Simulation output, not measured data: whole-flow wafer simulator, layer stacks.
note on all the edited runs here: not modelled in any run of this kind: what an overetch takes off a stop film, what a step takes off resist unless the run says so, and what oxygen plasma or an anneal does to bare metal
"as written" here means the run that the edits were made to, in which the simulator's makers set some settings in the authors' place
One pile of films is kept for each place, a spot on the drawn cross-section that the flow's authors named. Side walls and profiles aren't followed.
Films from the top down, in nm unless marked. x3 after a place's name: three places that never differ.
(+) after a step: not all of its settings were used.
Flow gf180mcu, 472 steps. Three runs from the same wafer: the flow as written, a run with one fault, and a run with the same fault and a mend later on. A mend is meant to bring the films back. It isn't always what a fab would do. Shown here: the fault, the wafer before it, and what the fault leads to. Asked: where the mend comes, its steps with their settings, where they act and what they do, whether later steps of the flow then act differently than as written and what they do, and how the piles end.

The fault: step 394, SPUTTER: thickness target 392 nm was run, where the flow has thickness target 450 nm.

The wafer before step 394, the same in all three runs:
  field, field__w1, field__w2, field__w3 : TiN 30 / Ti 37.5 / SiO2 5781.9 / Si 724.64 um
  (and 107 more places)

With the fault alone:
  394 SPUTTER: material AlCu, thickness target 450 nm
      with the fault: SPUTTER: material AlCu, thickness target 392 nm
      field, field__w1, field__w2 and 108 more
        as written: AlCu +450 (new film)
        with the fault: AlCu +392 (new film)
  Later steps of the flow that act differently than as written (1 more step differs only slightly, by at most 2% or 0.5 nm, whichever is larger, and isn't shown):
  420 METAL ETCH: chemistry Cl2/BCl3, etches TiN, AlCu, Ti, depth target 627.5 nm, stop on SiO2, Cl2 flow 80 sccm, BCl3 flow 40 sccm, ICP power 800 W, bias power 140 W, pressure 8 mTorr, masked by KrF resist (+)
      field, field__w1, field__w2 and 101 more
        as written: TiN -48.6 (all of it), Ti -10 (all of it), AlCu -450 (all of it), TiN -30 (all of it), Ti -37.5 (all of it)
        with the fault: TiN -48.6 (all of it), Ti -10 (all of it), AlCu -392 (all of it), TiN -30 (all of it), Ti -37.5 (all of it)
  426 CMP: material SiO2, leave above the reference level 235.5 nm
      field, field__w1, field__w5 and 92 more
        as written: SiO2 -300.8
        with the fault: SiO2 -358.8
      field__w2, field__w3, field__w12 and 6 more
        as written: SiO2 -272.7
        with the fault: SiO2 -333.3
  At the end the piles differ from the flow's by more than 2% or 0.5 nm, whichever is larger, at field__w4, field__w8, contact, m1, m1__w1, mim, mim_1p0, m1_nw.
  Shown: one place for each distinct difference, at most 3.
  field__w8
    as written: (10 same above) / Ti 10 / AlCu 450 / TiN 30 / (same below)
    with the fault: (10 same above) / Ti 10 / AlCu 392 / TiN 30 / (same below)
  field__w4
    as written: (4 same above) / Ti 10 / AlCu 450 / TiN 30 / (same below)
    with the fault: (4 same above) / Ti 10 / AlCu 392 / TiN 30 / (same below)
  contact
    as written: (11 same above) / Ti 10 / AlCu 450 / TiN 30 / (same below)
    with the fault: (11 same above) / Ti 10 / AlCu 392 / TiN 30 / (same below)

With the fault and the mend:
  The mend comes after step 394.
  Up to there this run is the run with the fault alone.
  394a SPUTTER: material AlCu, thickness target 58 nm (the flow's step 394 once more, with other settings)
      field, field__w1, field__w2 and 108 more
        AlCu +58
  No later step of the flow acts differently than as written at any place that is followed.
  At the end the piles are the same as the flow's at every place that both follow.
